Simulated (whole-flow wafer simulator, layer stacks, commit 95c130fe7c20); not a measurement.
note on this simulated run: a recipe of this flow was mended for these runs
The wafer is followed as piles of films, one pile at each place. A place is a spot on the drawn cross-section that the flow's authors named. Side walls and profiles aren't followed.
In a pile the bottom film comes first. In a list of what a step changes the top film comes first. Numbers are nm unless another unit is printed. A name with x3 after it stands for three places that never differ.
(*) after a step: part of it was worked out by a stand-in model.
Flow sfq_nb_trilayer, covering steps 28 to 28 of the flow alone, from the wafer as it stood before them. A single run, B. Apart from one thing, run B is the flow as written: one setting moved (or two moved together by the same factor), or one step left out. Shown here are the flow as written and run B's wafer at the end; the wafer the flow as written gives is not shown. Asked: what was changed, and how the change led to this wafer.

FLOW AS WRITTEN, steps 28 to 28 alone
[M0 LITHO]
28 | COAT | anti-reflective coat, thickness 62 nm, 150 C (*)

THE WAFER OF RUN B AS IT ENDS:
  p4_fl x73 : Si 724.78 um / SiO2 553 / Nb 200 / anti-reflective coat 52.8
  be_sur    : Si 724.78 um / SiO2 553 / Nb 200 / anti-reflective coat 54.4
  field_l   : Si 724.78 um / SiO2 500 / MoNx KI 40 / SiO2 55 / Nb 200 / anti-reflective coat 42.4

The reason: step 28, COAT: thickness 52.8 nm was run, whereas the flow has thickness 62 nm.
One can read it off the wafer: p4_fl x73 has anti-reflective coat 52.8, and step 28 as written asks for 62 nm.

The path from the change to this, step by step:
  28 | COAT | anti-reflective coat, thickness 62 nm, 150 C (*)
      p4_fl x73: anti-reflective coat gains 52.8 (new film) (in the flow as written it would be: anti-reflective coat gains 62 (new film))
      be_sur, gap, jj_sur and 8 more: anti-reflective coat gains 54.4 (new film) (in the flow as written it would be: anti-reflective coat gains 63.7 (new film))
      (also at 22 further places)
